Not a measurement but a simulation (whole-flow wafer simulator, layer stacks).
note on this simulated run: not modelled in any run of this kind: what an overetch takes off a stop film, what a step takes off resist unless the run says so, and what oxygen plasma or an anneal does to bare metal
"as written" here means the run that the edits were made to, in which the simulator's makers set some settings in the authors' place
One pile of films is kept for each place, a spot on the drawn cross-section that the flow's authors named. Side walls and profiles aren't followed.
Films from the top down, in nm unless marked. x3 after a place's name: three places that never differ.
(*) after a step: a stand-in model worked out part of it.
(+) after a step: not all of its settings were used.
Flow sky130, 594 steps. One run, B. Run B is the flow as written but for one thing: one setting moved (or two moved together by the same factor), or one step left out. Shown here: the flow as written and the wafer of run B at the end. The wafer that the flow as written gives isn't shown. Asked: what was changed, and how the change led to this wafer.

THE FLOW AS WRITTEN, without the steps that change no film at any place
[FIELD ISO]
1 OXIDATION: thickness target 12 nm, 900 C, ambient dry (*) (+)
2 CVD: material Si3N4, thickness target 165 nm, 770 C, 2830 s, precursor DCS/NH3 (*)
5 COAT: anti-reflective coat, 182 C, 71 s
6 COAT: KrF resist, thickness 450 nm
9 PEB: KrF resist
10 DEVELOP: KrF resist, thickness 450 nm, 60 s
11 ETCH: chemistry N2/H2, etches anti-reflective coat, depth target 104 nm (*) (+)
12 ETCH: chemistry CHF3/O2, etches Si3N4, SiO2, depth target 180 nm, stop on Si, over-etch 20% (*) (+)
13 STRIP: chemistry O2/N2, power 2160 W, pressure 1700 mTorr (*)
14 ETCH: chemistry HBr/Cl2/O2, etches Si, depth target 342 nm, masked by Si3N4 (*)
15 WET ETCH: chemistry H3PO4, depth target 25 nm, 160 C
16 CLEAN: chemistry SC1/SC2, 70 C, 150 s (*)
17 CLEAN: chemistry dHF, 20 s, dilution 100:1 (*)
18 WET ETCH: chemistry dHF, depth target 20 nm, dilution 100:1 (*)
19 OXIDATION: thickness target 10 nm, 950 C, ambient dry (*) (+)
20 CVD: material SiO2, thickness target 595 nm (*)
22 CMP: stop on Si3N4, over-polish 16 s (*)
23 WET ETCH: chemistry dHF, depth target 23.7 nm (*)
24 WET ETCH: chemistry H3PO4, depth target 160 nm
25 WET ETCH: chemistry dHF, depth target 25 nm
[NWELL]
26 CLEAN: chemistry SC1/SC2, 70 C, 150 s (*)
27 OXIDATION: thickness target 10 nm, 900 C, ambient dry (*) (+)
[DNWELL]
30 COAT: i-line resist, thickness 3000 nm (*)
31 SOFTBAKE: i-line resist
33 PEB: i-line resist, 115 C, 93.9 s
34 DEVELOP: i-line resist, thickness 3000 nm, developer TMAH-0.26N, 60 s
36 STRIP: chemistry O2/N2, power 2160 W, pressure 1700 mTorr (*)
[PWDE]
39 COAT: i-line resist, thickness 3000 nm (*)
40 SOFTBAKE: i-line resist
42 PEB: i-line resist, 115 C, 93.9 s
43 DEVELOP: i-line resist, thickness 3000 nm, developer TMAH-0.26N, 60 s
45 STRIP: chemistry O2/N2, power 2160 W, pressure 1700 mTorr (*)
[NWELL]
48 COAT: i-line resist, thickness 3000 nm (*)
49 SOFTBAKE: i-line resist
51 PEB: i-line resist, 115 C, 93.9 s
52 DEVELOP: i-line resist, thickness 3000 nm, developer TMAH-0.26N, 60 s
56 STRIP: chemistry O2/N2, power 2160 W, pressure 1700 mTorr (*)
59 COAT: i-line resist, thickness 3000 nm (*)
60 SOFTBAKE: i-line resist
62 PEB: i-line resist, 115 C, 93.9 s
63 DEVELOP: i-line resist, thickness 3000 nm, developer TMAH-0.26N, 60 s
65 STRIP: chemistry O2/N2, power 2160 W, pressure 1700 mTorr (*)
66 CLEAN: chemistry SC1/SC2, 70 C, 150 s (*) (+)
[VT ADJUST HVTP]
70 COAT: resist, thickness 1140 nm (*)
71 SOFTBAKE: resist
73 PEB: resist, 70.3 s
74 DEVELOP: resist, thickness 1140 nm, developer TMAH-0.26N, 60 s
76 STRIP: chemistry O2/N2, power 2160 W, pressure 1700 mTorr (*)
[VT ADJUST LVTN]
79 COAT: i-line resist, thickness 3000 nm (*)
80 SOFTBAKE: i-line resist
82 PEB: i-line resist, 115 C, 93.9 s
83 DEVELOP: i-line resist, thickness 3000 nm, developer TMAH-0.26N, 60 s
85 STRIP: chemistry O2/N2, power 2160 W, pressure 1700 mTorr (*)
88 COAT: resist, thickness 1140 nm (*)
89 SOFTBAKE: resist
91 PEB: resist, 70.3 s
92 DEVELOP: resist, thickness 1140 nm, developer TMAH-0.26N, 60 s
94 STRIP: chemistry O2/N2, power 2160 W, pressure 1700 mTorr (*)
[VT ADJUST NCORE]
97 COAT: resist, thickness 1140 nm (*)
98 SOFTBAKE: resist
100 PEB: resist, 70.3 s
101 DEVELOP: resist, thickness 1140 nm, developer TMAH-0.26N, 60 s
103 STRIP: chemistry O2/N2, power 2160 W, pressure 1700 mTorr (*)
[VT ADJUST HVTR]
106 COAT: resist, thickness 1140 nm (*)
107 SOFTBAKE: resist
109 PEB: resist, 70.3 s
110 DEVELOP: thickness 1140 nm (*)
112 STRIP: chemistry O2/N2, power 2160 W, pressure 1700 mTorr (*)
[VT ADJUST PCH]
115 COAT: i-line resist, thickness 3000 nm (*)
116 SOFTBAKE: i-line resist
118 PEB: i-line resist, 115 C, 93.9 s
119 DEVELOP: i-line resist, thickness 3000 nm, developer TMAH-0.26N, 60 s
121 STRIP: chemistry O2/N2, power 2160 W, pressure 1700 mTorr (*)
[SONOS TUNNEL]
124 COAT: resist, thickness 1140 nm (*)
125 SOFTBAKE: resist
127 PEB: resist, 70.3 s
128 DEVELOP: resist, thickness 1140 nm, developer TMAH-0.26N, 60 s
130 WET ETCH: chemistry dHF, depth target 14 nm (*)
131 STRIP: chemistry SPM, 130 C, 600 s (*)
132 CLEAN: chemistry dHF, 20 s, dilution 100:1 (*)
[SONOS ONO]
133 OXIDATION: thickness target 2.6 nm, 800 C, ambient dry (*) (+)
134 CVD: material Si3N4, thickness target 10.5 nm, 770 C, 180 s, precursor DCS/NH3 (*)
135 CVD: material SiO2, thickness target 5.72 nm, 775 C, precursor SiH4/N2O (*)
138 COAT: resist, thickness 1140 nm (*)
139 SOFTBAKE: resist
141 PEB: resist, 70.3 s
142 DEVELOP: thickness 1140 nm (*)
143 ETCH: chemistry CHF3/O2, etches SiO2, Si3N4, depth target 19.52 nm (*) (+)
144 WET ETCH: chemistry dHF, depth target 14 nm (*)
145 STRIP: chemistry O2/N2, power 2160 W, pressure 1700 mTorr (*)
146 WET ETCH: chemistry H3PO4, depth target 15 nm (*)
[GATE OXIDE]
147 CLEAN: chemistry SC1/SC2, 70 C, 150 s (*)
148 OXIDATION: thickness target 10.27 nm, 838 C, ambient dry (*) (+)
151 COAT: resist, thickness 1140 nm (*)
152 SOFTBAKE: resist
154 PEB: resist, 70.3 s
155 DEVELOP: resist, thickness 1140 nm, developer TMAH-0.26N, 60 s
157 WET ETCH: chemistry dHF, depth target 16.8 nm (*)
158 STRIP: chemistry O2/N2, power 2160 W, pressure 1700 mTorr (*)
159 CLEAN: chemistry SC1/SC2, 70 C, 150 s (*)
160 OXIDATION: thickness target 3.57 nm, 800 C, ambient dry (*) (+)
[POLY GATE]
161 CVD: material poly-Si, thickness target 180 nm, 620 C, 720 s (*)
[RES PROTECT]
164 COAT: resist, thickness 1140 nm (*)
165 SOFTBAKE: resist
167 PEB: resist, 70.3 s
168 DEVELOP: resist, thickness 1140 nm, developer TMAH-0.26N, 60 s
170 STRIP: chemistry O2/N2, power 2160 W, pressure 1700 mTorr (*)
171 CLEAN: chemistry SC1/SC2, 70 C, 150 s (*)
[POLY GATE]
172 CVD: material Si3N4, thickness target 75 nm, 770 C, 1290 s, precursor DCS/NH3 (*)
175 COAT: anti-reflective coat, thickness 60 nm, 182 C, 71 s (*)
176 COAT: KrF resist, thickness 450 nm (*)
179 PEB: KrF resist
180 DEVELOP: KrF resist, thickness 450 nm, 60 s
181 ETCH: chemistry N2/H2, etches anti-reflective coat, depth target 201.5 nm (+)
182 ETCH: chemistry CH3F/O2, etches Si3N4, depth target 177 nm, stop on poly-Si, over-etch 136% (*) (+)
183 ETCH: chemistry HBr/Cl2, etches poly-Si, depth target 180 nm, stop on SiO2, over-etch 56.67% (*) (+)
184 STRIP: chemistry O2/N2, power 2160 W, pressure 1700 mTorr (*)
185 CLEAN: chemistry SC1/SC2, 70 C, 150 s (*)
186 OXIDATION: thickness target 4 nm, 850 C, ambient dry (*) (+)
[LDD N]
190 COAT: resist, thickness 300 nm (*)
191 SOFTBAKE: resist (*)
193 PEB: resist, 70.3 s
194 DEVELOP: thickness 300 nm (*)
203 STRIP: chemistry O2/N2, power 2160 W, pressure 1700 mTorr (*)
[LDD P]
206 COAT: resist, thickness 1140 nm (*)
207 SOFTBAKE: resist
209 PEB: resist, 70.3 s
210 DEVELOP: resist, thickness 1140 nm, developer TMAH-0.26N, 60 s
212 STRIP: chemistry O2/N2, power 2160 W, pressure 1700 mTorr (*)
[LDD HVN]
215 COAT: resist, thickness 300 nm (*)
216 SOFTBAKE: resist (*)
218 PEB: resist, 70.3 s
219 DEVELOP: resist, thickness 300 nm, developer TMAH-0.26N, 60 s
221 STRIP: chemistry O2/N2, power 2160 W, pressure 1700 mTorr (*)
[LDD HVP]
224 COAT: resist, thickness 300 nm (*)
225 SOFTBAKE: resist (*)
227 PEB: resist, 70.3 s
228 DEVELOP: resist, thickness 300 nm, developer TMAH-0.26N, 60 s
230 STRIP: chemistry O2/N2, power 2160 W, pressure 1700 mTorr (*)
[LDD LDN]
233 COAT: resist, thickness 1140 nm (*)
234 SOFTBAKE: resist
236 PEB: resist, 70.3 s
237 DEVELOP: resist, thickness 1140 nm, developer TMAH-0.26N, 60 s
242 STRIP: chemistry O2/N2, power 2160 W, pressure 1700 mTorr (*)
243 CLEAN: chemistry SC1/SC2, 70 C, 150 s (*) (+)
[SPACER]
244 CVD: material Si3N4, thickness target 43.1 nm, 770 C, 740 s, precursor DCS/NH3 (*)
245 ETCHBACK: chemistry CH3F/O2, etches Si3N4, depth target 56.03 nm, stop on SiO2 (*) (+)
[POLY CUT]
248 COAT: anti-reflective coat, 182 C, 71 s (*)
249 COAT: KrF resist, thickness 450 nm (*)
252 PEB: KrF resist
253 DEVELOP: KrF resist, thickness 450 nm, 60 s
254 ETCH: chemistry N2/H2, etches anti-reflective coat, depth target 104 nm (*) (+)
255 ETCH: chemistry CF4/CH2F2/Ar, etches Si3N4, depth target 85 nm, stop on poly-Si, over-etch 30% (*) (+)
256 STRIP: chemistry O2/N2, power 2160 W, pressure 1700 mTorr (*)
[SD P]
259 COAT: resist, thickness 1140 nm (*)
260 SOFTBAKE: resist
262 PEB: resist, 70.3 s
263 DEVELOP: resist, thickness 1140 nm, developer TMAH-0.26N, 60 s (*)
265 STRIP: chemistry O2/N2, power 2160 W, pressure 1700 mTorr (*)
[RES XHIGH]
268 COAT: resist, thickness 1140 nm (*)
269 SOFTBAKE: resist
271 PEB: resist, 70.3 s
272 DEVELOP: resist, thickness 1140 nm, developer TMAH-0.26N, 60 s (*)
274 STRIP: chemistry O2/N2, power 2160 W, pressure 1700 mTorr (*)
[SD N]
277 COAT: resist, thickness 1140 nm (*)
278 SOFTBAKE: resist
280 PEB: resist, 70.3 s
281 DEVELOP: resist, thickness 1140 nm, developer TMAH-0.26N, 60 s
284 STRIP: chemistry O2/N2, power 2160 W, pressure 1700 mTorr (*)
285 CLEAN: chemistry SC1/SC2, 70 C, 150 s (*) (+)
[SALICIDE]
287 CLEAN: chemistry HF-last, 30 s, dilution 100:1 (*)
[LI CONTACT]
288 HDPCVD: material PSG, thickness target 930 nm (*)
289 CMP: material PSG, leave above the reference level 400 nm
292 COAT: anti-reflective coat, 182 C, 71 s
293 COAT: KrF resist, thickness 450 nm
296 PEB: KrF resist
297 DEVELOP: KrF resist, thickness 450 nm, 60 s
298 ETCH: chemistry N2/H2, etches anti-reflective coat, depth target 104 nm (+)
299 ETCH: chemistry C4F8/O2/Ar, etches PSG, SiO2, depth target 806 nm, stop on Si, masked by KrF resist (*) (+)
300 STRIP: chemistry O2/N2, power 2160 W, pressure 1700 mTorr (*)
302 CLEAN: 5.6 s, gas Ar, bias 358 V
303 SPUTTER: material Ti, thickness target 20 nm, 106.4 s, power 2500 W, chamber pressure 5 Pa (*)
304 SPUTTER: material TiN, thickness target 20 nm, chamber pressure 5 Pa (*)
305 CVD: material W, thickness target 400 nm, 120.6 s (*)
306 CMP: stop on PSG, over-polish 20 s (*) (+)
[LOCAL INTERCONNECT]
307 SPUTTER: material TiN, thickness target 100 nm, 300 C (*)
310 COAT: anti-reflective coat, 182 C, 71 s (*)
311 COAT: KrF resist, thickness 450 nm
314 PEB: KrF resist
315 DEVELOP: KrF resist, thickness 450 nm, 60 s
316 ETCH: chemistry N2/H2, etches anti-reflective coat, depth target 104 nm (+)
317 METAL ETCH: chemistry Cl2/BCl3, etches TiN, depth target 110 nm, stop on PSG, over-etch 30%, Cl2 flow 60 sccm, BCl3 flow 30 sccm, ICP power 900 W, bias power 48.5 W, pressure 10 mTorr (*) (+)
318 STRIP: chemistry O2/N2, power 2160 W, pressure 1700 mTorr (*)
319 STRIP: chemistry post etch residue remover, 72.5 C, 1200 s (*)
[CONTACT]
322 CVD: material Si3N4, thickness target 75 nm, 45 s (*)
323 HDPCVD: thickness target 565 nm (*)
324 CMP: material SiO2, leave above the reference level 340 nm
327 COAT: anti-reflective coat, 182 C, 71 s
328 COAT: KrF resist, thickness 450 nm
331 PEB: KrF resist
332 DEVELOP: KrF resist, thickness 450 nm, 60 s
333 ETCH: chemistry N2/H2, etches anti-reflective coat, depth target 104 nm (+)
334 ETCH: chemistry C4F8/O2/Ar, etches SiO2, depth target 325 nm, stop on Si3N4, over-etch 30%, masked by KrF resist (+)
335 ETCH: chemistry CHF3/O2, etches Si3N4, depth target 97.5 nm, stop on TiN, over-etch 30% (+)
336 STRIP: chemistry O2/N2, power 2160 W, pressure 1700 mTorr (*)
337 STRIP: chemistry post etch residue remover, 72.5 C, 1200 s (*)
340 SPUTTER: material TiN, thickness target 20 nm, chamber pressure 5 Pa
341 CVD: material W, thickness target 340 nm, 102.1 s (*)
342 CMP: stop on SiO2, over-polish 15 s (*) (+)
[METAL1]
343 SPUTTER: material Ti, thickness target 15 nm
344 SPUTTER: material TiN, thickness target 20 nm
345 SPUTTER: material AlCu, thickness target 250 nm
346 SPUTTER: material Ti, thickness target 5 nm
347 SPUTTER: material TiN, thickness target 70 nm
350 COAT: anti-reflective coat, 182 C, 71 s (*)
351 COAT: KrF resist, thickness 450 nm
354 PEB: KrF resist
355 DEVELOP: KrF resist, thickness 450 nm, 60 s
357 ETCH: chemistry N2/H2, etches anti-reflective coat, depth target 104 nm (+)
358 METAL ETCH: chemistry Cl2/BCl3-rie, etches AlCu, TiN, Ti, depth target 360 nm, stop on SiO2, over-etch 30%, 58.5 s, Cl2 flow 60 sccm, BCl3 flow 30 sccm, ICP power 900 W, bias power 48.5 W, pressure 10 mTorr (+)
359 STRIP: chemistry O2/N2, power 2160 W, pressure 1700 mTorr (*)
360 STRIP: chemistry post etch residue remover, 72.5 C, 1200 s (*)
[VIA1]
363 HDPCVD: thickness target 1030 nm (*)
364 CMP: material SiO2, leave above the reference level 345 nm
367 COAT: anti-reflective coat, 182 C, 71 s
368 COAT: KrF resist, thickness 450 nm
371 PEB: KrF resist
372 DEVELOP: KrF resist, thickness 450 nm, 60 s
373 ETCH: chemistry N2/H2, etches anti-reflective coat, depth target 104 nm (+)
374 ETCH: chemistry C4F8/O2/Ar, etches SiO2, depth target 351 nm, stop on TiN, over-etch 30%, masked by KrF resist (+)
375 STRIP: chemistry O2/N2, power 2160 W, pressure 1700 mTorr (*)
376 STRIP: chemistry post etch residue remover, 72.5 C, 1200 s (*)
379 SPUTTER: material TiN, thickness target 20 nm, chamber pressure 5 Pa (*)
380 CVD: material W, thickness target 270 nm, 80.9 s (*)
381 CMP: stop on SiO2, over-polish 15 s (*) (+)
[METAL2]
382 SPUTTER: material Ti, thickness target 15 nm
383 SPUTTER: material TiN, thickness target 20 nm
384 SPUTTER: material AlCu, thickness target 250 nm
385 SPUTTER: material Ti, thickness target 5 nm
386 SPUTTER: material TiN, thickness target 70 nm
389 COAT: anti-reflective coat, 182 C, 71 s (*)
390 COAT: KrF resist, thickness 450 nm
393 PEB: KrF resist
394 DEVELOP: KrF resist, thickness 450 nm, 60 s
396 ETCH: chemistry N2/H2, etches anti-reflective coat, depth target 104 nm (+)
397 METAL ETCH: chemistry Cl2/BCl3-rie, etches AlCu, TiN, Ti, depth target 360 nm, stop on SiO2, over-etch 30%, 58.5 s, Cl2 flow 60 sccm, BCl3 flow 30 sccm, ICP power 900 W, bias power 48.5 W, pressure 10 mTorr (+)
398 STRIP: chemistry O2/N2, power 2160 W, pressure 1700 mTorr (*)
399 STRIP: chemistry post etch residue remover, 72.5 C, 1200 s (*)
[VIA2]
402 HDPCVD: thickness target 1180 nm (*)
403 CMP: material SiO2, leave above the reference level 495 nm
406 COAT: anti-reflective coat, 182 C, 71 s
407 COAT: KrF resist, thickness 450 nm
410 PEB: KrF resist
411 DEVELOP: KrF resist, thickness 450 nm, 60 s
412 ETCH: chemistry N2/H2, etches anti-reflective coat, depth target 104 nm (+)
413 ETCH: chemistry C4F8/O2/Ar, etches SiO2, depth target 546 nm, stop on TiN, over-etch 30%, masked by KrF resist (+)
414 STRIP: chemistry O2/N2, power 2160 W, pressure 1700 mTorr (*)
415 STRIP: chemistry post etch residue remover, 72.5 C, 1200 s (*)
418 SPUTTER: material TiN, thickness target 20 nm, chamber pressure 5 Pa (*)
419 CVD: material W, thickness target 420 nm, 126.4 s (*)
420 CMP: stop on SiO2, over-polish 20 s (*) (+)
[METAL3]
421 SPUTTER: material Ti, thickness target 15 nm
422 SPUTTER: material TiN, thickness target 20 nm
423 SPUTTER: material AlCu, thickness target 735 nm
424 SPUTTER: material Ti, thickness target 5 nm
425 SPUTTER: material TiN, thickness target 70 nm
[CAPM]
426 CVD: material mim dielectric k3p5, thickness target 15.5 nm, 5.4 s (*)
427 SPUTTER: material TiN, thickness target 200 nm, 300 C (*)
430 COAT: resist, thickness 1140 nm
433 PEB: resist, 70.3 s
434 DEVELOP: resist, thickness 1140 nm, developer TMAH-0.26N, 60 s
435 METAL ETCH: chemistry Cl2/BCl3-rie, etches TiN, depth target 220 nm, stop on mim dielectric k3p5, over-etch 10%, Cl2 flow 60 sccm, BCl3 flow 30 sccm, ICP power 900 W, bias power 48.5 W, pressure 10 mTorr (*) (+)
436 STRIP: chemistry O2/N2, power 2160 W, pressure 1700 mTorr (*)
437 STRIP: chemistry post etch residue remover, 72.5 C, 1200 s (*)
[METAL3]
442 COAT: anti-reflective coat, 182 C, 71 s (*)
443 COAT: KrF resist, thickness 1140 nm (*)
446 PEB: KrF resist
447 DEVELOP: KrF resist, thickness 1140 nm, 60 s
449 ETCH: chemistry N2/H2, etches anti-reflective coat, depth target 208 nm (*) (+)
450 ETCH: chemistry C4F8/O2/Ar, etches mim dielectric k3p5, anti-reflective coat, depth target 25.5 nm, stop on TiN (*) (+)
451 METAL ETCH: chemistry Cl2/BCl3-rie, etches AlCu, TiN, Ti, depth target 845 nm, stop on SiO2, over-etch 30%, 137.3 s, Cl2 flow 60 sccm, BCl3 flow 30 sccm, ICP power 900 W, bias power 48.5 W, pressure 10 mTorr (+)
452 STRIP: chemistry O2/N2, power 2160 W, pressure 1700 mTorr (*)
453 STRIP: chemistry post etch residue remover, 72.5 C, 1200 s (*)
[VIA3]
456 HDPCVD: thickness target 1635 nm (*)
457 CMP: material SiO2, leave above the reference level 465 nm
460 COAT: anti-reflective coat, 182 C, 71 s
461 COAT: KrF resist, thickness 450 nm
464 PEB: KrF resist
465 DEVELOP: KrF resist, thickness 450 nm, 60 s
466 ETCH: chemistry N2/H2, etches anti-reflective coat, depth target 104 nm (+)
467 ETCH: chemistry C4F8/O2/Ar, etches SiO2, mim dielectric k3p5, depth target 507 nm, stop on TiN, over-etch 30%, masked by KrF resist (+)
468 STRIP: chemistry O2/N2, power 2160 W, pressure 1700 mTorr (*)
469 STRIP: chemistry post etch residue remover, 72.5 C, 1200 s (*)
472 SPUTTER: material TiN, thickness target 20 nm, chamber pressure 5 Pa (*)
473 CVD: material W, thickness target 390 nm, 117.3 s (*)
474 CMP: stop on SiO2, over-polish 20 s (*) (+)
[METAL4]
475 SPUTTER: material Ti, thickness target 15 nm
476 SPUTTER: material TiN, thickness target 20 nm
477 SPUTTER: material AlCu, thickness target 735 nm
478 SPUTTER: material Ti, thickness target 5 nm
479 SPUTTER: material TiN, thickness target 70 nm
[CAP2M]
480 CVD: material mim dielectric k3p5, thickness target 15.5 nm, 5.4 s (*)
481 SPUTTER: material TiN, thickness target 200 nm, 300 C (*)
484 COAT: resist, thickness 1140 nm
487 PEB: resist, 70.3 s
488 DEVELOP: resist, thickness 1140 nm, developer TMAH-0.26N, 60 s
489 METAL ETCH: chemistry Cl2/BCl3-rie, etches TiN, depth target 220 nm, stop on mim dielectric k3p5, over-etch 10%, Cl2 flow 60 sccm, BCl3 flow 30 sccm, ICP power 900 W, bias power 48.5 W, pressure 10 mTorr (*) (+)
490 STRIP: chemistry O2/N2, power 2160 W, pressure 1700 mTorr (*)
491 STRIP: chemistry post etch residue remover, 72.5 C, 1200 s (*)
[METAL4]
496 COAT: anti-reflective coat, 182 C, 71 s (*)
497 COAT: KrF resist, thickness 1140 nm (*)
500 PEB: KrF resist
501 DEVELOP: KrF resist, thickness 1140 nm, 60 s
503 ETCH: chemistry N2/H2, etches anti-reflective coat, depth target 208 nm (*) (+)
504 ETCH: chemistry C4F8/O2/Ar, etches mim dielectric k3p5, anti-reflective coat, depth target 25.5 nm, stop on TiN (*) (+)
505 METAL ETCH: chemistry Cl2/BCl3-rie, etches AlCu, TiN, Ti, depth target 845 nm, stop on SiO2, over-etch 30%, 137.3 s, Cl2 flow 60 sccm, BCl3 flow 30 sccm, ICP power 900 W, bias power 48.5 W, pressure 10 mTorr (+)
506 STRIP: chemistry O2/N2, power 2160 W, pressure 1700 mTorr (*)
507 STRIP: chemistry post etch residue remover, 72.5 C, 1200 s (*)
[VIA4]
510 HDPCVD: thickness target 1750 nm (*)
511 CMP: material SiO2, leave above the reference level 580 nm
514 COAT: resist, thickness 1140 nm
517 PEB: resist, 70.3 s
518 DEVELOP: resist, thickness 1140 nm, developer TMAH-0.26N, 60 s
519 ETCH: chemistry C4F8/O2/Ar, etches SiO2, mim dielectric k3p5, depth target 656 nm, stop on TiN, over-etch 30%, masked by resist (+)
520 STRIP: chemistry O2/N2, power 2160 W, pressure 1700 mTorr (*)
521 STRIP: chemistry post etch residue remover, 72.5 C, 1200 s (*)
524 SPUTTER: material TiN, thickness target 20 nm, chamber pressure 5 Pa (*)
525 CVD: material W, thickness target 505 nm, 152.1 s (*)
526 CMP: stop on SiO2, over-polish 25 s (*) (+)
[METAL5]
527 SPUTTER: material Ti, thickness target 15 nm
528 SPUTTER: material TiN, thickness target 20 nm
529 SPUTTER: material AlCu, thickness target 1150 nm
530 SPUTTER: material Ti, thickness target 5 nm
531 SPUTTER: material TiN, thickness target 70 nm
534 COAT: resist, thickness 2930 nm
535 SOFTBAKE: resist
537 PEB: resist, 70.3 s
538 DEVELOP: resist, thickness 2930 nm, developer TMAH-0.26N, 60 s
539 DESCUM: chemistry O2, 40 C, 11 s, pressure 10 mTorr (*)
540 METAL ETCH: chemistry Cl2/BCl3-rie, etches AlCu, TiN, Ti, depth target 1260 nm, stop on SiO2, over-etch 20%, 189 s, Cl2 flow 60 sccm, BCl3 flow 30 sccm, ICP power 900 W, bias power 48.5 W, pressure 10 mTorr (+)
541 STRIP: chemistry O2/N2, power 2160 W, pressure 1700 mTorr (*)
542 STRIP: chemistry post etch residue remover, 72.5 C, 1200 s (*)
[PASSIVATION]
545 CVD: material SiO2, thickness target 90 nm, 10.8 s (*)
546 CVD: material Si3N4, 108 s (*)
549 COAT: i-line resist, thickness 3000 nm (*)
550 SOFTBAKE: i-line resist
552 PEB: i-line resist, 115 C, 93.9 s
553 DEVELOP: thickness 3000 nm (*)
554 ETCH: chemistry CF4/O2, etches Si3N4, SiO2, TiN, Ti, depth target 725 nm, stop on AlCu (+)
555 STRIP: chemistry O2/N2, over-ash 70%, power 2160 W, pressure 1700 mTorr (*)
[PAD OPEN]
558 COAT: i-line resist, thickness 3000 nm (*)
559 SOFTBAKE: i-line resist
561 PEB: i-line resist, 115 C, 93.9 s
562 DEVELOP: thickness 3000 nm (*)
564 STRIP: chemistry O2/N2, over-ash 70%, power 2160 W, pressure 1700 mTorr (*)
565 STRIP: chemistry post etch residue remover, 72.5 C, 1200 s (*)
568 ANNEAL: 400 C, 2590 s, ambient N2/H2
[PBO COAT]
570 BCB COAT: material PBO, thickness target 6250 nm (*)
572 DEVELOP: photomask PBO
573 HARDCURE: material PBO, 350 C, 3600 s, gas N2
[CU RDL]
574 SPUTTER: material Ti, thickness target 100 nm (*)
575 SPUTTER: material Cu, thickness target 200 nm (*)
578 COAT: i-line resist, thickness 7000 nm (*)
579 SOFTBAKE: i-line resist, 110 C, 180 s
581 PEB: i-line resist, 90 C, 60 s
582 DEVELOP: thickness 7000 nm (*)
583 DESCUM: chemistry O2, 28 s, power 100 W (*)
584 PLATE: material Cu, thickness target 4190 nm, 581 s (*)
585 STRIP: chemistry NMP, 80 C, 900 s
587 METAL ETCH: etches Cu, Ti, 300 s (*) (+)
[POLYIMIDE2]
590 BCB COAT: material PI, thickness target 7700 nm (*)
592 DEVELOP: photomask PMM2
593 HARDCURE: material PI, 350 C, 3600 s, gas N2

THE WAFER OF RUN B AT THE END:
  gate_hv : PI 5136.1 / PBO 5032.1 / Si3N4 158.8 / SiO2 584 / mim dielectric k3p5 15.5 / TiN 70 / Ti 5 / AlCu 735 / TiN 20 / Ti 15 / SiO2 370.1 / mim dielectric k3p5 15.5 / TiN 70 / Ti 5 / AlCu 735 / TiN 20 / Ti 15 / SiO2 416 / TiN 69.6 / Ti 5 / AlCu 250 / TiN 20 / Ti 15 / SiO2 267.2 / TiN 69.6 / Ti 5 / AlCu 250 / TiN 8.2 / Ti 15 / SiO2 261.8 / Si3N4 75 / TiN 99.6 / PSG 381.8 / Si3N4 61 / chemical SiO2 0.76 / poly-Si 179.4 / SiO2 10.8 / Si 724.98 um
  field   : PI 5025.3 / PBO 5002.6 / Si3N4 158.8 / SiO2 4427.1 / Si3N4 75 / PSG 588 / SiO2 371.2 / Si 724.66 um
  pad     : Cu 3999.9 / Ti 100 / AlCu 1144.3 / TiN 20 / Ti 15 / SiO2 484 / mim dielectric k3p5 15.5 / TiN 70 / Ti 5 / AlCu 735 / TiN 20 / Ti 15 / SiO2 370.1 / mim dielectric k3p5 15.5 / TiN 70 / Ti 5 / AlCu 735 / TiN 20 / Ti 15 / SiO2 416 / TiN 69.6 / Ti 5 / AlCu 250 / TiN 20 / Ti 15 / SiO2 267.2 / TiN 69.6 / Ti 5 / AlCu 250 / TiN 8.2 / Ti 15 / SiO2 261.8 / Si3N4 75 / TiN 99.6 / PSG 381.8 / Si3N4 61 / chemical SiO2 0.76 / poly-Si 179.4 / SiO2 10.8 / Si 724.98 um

The cause: step 344, SPUTTER: thickness target 8.2 nm was run, where the flow has thickness target 20 nm.
It can be read off the wafer: gate_hv has TiN 8.2, and step 344 as written asks for 20 nm.

How the change led to this, step by step:
  344 SPUTTER: material TiN, thickness target 20 nm
      field, active, n_well and 188 more: TiN +8.2 (new film) (as written it would be: TiN +20 (new film))
  358 METAL ETCH: chemistry Cl2/BCl3-rie, etches AlCu, TiN, Ti, depth target 360 nm, stop on SiO2, over-etch 30%, 58.5 s, Cl2 flow 60 sccm, BCl3 flow 30 sccm, ICP power 900 W, bias power 48.5 W, pressure 10 mTorr (+)
      field, active, gate and 81 more: TiN -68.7 (all of it), Ti -5 (all of it), AlCu -250 (all of it), TiN -8.2 (all of it), Ti -15 (all of it), SiO2 -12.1 (as written it would be: TiN -68.7 (all of it), Ti -5 (all of it), AlCu -250 (all of it), TiN -20 (all of it), Ti -15 (all of it), SiO2 -10.9)
  364 CMP: material SiO2, leave above the reference level 345 nm
      field, active, gate and 81 more: SiO2 -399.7 (as written it would be: SiO2 -389.1)
